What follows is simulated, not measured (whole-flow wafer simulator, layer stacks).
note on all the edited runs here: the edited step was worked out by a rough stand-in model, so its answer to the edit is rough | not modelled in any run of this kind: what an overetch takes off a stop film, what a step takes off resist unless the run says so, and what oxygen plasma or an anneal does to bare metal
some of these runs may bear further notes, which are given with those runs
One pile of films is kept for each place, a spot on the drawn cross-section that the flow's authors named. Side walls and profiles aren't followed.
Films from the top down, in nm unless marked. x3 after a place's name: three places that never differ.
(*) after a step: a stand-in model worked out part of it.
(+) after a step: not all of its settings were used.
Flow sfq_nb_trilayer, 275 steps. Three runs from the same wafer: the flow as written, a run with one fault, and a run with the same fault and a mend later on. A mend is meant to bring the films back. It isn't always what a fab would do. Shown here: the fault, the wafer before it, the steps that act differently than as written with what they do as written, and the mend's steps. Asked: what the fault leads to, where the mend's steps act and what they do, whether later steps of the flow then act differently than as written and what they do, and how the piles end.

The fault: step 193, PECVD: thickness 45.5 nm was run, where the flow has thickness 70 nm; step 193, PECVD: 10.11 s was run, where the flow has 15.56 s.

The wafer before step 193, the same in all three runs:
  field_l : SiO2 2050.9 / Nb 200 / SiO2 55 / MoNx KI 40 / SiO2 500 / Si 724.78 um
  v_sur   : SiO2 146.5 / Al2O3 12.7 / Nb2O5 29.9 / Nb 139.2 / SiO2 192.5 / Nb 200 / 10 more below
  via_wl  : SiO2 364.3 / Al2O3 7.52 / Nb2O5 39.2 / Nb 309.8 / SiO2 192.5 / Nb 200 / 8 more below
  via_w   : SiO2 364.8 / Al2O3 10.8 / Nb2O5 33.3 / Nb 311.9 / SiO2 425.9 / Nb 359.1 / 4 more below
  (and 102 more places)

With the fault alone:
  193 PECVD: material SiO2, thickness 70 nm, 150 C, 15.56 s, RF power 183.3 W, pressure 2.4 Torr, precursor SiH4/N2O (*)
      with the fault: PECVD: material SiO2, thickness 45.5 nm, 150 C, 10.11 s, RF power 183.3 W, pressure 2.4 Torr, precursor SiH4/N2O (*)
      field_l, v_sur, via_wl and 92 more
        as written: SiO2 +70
        with the fault: SiO2 +45.5
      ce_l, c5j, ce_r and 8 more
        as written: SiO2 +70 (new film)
        with the fault: SiO2 +45.5 (new film)
  Later steps of the flow that act differently than as written (9 more steps differ only slightly, by at most 2% or 0.5 nm, whichever is larger, and aren't shown):
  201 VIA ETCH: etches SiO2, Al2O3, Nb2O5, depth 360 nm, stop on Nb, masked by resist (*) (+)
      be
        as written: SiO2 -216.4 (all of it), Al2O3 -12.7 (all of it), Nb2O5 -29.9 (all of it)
        with the fault: SiO2 -191.9 (all of it), Al2O3 -12.7 (all of it), Nb2O5 -29.9 (all of it)
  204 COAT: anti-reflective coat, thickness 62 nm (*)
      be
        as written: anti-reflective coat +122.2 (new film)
        with the fault: anti-reflective coat +118.5 (new film)
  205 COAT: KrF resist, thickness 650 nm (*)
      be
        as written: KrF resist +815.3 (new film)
        with the fault: KrF resist +797.8 (new film)
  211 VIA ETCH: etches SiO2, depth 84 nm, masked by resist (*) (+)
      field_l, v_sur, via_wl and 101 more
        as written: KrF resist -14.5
        with the fault: KrF resist -11.7
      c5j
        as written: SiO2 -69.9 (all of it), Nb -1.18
        with the fault: SiO2 -45.4 (all of it), Nb -1.89
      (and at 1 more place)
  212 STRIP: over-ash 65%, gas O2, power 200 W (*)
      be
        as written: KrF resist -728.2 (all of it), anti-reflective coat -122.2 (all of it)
        with the fault: KrF resist -713.4 (all of it), anti-reflective coat -118.5 (all of it)
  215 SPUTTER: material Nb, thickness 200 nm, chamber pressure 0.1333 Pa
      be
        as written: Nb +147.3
        with the fault: Nb +152.9
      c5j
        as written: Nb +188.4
        with the fault: Nb +195.1
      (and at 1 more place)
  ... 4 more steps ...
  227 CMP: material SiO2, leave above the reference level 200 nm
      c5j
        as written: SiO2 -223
        with the fault: SiO2 -238.8
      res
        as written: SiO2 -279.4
        with the fault: SiO2 -308.6
  At the end the piles differ from the flow's by more than 2% or 0.5 nm, whichever is larger, at v_sur, via_wl, via_w and 61 more.
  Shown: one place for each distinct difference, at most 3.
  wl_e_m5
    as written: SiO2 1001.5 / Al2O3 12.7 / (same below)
    with the fault: SiO2 977 / Al2O3 12.7 / (same below)
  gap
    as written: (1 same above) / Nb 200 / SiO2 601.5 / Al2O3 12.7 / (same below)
    with the fault: (1 same above) / Nb 200 / SiO2 577 / Al2O3 12.7 / (same below)
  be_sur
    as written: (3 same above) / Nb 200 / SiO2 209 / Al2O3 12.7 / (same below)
    with the fault: (3 same above) / Nb 200 / SiO2 184.5 / Al2O3 12.7 / (same below)

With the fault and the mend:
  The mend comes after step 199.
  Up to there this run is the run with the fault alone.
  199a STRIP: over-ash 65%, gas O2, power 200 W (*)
      p4_fl x3, p4_w1 x9, p4_g1 x2 and 33 more
        KrF resist -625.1 (all of it), anti-reflective coat -62 (all of it)
      wl_b_m5, wl_b_sr, wl_c_sl and 12 more
        KrF resist -625 (all of it), anti-reflective coat -62 (all of it)
      v_sur, via_wl, via_w
        KrF resist -625.7 (all of it), anti-reflective coat -62.2 (all of it)
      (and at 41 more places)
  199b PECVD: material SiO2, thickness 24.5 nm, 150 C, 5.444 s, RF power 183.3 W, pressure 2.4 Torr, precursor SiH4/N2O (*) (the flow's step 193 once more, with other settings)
      field_l, v_sur, via_wl and 103 more
        SiO2 +24.5
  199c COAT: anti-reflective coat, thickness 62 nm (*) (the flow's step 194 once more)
      p4_fl x3, p4_w1 x9, p4_g1 x2 and 50 more
        anti-reflective coat +62 (new film)
      via_wr, via_sp, via_v, wire, lsp_r, l0_sur, l0v
        anti-reflective coat +62.3 (new film)
      be, be_sur, gap, lsp_m, ln_m6
        anti-reflective coat +62.4 (new film)
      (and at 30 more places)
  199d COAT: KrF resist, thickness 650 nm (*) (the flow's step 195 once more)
      p4_fl x3, p4_w1 x9, p4_g1 x2 and 33 more
        KrF resist +650 (new film)
      wl_b_m5, wl_b_sr, wl_c_sl and 12 more
        KrF resist +649.9 (new film)
      v_sur, via_wl, via_w
        KrF resist +650.6 (new film)
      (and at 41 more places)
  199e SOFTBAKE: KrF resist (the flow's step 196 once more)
      changes no film at any place that is followed
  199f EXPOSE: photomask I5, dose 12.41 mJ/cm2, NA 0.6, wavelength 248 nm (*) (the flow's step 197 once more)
      changes no film at any place that is followed
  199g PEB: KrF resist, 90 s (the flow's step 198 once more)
      field_l, v_sur, via_wl and 87 more
        KrF resist -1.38
      jj_sur, ce_l, sp_r, moat, field_r, wl_jj
        KrF resist -1.39
      be_r, r_sur, res, r_end
        KrF resist -1.33
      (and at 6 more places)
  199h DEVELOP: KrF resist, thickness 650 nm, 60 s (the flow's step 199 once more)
      field_l, v_sur, via_wl and 102 more
        KrF resist -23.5
      be
        KrF resist -649.8 (all of it)
  No later step of the flow acts differently than as written, at any place that is followed, by more than 2% or 0.5 nm, whichever is larger.
  At the end the piles are the same as the flow's at every place that both follow.
